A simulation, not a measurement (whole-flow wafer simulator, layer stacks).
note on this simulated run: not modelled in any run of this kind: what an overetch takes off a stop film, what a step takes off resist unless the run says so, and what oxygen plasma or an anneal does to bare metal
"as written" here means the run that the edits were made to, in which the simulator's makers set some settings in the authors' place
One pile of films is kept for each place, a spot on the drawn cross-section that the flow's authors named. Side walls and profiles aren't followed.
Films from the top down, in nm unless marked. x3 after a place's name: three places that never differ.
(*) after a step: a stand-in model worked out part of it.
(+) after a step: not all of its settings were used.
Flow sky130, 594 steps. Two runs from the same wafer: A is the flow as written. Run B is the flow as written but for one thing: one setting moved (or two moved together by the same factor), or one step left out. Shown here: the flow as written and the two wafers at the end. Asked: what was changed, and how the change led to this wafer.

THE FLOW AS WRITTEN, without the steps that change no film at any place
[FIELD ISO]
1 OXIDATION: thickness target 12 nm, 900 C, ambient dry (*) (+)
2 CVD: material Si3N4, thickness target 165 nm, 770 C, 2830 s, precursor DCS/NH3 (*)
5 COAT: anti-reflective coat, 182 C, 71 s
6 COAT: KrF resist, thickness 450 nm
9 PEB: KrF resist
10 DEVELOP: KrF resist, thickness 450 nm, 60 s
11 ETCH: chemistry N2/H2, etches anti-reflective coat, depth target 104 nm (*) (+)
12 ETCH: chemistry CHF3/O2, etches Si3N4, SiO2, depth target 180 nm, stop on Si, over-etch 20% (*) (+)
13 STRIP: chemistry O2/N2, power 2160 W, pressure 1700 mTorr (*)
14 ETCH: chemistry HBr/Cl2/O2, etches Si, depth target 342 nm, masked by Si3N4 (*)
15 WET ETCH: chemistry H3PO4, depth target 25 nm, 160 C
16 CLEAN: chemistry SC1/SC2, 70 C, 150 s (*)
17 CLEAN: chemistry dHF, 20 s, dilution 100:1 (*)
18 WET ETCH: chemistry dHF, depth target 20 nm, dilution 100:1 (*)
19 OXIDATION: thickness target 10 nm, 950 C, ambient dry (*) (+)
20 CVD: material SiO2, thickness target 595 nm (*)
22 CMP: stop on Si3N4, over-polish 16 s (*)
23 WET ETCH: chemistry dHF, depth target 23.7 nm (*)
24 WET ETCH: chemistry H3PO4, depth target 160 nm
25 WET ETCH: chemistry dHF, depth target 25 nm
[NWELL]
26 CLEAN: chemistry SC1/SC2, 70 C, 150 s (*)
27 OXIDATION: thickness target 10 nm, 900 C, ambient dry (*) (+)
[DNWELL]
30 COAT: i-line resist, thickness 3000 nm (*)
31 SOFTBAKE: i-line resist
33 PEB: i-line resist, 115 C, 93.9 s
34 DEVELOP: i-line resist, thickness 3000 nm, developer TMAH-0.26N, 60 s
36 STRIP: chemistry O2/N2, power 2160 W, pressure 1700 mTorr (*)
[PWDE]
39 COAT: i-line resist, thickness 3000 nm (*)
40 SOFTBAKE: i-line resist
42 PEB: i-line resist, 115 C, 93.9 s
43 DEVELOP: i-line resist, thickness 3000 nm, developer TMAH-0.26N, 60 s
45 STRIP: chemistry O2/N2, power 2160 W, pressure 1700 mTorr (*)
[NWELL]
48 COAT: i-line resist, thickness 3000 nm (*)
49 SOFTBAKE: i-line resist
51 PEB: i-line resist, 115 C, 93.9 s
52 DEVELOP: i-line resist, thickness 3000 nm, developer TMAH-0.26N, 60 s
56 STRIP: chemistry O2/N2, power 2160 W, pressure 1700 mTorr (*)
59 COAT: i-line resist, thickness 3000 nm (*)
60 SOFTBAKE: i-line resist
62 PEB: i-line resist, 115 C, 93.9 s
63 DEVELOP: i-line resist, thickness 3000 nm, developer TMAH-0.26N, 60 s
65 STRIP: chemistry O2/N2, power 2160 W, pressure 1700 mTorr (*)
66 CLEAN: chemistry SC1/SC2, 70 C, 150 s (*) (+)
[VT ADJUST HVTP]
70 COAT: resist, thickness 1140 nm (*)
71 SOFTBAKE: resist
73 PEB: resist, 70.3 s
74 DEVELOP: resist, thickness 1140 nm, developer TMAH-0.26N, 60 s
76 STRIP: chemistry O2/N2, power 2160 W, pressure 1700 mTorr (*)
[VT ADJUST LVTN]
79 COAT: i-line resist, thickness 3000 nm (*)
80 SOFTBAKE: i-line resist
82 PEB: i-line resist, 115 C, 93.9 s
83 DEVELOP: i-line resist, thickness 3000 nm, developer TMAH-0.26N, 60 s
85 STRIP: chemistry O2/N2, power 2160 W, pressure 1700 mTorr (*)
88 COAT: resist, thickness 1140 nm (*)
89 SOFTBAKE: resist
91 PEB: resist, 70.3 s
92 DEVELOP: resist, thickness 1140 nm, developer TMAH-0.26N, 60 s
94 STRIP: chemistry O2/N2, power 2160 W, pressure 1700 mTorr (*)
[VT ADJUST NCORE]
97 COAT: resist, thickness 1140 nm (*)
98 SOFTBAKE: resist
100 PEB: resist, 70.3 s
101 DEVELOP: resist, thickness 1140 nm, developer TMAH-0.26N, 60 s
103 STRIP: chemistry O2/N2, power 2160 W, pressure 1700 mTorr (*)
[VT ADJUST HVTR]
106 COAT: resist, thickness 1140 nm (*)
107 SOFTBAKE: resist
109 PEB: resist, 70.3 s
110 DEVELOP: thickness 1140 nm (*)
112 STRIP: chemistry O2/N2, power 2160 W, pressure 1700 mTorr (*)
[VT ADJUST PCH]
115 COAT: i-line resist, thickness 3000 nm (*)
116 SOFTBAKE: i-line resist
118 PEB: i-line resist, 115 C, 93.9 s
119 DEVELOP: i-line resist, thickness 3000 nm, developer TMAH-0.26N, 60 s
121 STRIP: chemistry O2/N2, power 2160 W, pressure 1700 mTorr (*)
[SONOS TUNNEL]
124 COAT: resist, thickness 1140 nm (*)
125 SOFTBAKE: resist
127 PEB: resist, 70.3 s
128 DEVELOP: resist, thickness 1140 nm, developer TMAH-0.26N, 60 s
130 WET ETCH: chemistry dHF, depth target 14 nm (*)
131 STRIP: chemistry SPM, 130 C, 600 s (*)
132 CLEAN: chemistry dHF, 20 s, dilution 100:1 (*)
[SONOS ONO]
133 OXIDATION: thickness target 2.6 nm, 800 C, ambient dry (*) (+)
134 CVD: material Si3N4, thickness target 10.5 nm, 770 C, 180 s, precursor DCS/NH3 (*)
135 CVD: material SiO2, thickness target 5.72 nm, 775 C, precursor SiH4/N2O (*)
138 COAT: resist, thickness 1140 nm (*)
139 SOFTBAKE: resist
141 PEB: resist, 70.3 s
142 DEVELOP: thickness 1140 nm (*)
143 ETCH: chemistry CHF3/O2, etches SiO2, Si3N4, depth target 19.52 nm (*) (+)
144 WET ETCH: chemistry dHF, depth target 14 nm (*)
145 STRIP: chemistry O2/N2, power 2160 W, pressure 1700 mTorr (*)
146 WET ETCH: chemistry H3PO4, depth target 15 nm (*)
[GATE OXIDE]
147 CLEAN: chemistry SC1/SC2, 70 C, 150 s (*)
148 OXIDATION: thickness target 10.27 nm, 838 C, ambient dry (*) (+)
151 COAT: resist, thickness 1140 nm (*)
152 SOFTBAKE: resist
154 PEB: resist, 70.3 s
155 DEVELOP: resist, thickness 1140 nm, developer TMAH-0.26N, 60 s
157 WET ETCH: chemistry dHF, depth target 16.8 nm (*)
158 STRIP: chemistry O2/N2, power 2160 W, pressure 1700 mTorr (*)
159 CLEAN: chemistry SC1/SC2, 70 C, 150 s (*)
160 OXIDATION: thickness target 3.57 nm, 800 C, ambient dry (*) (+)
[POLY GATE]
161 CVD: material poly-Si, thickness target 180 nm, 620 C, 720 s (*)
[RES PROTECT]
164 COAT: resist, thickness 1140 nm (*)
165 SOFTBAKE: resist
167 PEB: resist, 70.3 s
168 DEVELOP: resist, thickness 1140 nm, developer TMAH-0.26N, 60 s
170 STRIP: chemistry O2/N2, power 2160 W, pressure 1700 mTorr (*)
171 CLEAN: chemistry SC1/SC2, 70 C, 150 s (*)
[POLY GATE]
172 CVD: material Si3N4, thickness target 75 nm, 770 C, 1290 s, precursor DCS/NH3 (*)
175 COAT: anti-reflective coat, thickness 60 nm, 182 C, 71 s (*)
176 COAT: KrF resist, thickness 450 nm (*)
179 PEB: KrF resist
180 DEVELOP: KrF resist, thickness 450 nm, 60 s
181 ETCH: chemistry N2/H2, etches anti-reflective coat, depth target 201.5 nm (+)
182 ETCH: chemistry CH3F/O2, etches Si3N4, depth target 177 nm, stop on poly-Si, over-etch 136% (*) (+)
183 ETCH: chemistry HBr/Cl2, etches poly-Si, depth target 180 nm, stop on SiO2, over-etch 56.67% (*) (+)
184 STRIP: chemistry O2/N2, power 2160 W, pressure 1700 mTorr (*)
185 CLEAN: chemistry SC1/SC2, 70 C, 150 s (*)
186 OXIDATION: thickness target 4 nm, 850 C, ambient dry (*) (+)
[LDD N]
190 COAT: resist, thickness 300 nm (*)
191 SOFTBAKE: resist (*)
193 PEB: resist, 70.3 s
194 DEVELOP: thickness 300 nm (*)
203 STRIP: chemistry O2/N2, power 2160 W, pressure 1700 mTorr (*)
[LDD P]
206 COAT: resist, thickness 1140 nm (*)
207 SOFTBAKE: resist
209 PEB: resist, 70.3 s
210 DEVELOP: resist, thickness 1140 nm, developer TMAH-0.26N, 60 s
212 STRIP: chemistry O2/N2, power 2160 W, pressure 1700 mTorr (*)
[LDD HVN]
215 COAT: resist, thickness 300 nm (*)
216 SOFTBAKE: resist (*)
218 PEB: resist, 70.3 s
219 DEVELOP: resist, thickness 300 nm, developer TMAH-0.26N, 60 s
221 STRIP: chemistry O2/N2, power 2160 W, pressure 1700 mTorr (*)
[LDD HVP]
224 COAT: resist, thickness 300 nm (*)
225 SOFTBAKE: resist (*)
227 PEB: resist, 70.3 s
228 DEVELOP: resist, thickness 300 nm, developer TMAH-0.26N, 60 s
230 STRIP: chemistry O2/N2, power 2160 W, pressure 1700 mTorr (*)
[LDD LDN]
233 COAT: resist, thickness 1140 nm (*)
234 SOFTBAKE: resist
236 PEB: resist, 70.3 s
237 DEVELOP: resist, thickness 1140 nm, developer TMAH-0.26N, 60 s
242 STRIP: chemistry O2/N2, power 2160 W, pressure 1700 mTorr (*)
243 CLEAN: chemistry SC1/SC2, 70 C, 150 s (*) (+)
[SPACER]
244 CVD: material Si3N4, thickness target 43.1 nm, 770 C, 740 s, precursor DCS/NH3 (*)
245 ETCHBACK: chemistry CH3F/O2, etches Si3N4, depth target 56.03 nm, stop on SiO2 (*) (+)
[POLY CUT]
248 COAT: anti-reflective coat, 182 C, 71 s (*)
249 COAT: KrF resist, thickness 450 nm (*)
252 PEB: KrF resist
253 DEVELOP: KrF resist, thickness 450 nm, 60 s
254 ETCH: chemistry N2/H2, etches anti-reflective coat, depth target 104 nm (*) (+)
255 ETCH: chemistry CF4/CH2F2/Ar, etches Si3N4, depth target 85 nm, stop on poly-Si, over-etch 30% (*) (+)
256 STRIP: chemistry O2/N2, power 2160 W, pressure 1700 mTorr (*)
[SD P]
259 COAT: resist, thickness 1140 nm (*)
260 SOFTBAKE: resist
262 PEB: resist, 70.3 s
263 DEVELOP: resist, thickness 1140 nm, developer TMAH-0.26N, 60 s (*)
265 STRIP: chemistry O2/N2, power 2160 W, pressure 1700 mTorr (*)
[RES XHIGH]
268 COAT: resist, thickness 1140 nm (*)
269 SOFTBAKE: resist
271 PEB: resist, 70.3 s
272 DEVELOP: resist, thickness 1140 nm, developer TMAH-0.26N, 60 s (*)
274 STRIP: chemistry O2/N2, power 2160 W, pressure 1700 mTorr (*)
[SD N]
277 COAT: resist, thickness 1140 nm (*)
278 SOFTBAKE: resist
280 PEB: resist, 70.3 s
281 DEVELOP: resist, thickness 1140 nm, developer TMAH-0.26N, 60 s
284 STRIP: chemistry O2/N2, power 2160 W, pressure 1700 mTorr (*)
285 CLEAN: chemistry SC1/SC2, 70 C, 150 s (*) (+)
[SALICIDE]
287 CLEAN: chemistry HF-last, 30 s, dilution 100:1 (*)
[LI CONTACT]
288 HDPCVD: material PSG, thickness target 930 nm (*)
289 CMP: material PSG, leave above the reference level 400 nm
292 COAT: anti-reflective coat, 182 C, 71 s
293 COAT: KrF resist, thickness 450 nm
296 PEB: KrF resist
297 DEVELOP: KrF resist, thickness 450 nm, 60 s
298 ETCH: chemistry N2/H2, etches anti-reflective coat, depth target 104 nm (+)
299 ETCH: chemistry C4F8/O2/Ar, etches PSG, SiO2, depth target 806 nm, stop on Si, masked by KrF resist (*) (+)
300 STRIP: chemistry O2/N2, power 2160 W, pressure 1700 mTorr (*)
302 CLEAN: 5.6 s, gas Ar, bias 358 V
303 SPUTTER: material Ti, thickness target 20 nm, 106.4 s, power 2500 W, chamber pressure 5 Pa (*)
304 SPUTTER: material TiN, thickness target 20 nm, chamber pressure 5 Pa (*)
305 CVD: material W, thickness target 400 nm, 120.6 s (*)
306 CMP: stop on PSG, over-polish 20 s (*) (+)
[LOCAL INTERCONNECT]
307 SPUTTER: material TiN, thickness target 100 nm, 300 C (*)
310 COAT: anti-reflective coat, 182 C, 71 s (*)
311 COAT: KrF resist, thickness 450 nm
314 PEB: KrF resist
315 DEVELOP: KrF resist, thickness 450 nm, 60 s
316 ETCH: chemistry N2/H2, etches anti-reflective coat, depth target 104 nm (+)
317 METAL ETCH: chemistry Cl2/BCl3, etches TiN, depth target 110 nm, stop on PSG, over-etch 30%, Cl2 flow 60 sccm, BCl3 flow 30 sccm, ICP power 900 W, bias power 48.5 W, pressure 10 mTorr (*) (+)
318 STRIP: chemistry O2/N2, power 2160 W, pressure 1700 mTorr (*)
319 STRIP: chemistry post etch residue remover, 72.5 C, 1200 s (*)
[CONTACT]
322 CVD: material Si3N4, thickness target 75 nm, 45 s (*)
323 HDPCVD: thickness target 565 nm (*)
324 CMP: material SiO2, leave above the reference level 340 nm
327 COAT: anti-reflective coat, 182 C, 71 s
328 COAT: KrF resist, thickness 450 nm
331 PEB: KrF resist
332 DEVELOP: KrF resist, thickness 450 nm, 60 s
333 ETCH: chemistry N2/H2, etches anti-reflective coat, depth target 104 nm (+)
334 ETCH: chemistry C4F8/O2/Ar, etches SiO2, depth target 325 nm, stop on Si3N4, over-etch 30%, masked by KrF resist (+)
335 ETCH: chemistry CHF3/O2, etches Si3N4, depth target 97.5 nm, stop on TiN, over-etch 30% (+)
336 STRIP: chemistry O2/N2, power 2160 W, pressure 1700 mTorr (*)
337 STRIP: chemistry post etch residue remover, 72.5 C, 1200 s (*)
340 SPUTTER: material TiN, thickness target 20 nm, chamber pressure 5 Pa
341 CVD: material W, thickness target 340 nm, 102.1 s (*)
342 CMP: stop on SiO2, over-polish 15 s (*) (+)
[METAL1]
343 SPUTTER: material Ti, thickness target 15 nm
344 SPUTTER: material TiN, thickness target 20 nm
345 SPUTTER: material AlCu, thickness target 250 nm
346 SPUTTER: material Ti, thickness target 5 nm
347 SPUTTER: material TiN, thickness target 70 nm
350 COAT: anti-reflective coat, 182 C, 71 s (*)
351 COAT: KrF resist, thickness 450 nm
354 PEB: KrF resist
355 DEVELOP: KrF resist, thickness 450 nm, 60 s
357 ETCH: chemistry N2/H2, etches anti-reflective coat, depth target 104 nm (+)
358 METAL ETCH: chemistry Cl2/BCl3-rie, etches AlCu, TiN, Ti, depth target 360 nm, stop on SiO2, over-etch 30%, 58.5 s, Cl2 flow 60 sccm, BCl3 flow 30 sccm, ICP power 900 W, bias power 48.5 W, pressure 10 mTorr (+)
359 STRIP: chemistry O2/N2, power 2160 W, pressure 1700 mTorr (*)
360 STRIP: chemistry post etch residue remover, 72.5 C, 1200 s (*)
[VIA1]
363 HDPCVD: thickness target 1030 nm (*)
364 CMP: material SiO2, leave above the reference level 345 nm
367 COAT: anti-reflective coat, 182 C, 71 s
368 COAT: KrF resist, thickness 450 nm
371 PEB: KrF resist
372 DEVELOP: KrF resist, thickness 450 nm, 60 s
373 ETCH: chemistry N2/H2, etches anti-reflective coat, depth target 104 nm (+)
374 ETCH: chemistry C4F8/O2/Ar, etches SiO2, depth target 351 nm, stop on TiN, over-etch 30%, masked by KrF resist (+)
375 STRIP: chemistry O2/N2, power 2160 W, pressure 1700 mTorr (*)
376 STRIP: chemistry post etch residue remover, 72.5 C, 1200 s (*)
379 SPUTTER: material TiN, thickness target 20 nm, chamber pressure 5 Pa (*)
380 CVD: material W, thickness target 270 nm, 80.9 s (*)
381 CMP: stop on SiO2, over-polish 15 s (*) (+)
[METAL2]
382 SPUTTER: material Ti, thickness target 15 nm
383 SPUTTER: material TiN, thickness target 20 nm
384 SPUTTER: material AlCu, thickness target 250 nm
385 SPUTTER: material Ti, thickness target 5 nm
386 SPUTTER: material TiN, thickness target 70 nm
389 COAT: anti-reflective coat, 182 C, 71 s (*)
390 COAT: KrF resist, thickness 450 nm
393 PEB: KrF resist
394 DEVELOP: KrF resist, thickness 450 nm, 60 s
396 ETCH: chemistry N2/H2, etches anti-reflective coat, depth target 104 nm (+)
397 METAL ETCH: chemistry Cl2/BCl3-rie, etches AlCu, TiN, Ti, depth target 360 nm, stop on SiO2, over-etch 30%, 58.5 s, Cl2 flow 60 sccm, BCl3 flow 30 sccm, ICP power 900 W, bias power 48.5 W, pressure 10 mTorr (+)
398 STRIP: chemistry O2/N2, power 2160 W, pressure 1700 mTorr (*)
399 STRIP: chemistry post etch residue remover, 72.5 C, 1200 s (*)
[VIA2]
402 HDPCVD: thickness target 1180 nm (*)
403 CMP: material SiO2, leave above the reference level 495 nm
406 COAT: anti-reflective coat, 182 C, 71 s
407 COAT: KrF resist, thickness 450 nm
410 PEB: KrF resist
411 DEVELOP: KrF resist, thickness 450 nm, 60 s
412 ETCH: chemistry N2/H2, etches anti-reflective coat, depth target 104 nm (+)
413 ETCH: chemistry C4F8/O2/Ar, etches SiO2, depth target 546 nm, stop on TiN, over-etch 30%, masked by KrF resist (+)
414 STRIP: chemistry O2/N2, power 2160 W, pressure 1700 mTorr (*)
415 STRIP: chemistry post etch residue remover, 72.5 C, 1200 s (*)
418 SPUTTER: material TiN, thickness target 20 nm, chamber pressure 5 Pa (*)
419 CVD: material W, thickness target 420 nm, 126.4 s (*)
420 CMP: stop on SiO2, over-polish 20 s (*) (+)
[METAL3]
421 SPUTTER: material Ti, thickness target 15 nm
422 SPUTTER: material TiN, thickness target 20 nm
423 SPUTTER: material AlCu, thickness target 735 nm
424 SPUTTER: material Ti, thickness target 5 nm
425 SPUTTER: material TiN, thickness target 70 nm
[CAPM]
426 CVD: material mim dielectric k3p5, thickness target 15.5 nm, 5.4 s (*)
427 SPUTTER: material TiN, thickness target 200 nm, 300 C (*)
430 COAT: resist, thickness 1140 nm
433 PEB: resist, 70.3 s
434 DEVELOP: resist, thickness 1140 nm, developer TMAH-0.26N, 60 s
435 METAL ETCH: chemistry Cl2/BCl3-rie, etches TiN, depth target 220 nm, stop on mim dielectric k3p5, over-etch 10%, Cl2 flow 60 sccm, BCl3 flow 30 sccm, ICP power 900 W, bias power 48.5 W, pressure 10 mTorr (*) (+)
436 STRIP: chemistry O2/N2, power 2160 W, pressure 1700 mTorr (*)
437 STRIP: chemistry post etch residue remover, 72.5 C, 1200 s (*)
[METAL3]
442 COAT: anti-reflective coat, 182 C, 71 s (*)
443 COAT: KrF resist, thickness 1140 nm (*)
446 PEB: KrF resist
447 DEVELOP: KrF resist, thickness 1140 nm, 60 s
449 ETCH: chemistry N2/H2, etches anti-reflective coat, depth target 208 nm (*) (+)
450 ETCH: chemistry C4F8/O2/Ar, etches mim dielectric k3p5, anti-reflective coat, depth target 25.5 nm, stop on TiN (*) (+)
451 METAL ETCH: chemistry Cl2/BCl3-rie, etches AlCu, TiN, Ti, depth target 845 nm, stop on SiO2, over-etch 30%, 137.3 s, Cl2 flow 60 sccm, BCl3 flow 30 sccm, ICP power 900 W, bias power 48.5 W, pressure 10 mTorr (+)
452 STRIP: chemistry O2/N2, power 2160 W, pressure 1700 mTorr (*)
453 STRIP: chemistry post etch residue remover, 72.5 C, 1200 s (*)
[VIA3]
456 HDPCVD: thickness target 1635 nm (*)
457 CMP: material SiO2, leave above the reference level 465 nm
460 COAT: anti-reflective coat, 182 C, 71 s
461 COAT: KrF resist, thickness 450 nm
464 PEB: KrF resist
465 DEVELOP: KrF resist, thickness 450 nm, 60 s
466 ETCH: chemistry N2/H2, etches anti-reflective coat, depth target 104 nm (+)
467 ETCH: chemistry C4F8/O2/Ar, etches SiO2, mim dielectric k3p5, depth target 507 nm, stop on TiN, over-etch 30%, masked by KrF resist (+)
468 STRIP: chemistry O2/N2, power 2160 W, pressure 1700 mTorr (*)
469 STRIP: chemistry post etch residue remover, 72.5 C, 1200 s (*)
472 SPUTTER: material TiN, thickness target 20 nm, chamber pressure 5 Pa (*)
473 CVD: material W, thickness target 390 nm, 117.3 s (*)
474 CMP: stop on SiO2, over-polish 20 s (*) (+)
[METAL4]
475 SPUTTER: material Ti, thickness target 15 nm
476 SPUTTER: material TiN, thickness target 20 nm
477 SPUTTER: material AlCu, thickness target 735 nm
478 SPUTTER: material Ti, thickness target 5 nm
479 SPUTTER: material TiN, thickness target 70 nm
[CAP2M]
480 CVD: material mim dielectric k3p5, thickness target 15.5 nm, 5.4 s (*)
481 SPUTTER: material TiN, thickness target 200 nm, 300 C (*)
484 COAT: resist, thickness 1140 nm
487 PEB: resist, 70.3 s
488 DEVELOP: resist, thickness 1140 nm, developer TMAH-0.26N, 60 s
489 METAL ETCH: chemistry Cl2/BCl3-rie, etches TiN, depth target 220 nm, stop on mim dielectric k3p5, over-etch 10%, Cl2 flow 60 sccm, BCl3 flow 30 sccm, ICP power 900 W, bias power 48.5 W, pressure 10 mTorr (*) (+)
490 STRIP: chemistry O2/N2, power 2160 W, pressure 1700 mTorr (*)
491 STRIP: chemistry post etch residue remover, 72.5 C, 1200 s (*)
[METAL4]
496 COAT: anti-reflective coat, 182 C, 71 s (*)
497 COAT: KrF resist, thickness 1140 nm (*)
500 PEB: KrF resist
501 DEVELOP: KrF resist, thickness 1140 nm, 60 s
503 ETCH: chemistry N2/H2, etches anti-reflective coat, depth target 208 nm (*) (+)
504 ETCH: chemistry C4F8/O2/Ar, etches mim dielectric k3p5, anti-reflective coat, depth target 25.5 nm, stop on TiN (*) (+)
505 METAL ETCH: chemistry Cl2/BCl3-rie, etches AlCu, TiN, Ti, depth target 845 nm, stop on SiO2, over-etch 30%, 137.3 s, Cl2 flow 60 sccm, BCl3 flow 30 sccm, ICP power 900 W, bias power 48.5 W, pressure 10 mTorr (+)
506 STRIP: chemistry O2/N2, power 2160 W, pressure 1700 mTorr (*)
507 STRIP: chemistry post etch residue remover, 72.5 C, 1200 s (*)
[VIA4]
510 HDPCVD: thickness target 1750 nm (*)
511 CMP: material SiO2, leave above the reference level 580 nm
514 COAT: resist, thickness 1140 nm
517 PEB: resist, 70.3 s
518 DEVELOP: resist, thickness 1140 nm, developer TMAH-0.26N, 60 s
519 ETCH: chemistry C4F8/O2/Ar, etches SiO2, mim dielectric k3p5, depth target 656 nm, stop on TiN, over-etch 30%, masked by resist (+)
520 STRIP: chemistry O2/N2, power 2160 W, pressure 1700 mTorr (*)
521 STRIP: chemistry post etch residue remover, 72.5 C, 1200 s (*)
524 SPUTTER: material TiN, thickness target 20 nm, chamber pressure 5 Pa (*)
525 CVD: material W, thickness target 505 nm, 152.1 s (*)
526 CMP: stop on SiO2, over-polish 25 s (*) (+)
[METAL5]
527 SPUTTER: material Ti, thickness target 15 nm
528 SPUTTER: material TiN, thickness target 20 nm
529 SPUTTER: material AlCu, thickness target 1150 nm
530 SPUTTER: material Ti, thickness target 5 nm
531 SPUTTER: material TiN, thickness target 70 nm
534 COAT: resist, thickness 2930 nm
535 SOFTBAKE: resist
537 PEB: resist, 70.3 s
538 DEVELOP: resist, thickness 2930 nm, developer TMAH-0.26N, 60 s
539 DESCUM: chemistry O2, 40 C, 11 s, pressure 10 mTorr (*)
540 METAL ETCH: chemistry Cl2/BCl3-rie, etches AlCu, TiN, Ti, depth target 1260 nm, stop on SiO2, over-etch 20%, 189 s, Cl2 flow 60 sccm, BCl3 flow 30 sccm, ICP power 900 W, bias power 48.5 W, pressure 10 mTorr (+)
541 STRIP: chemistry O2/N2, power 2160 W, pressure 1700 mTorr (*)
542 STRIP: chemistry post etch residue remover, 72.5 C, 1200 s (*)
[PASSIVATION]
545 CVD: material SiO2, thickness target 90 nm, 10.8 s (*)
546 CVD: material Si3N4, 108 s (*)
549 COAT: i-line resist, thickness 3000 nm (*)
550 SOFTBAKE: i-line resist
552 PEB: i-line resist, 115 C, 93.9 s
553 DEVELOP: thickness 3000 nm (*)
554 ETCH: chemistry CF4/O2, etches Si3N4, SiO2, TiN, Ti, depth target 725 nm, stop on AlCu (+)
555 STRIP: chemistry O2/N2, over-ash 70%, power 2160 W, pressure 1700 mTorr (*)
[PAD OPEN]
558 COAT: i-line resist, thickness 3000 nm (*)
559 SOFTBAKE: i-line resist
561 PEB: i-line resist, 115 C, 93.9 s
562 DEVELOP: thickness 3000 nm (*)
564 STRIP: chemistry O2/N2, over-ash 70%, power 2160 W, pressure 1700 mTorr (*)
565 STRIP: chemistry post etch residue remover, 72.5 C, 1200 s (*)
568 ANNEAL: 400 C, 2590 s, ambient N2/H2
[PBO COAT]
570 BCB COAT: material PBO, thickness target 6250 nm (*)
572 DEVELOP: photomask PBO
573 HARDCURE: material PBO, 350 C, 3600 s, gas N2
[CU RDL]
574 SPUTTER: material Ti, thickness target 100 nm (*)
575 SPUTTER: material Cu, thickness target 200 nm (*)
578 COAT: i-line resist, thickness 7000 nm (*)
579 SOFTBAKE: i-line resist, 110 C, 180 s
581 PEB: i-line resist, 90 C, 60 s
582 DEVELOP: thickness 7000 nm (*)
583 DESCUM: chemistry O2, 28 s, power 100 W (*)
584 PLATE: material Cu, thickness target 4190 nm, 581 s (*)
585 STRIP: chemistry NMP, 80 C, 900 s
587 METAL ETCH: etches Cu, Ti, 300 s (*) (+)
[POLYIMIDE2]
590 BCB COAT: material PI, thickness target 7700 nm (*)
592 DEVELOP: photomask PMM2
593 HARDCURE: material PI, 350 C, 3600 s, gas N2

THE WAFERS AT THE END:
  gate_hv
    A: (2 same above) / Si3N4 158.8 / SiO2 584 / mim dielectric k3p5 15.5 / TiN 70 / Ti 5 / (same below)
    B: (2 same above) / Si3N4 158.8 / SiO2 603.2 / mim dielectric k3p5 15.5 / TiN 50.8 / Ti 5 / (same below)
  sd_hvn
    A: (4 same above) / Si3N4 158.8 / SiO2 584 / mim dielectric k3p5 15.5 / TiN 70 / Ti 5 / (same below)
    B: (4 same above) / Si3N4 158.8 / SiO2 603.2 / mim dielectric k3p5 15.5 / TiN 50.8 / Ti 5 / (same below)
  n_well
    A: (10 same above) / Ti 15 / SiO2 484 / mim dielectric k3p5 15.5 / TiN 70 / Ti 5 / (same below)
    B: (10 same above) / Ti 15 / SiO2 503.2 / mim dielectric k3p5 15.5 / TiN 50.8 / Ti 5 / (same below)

The cause: step 479, SPUTTER: thickness target 50.8 nm was run, where the flow has thickness target 70 nm.
It can be read off the wafer: gate_hv has TiN 50.8, and step 479 as written asks for 70 nm.

How the change led to this, step by step:
  479 SPUTTER: material TiN, thickness target 70 nm
      field, active, n_well and 189 more: A TiN +70 (new film) | B TiN +50.8 (new film)
  505 METAL ETCH: chemistry Cl2/BCl3-rie, etches AlCu, TiN, Ti, depth target 845 nm, stop on SiO2, over-etch 30%, 137.3 s, Cl2 flow 60 sccm, BCl3 flow 30 sccm, ICP power 900 W, bias power 48.5 W, pressure 10 mTorr (+)
      field, gate, spacer and 68 more: A TiN -70 (all of it), Ti -5 (all of it), AlCu -735 (all of it), TiN -20 (all of it), Ti -15 (all of it), SiO2 -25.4 | B TiN -50.8 (all of it), Ti -5 (all of it), AlCu -735 (all of it), TiN -20 (all of it), Ti -15 (all of it), SiO2 -27.3
      active, vpp_iso1, mim_edge_plate and 14 more: A TiN -70 (all of it), Ti -5 (all of it), AlCu -735 (all of it), TiN -20 (all of it), Ti -15 (all of it), SiO2 -25.3 | B TiN -50.8 (all of it), Ti -5 (all of it), AlCu -735 (all of it), TiN -20 (all of it), Ti -15 (all of it), SiO2 -27.3
  519 ETCH: chemistry C4F8/O2/Ar, etches SiO2, mim dielectric k3p5, depth target 656 nm, stop on TiN, over-etch 30%, masked by resist (+)
      m1: A SiO2 -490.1 (all of it), mim dielectric k3p5 -15.5 (all of it) | B SiO2 -509.3 (all of it), mim dielectric k3p5 -15.5 (all of it)
      via4_hole: A SiO2 -489.5 (all of it), mim dielectric k3p5 -15.5 (all of it) | B SiO2 -508.7 (all of it), mim dielectric k3p5 -15.5 (all of it)
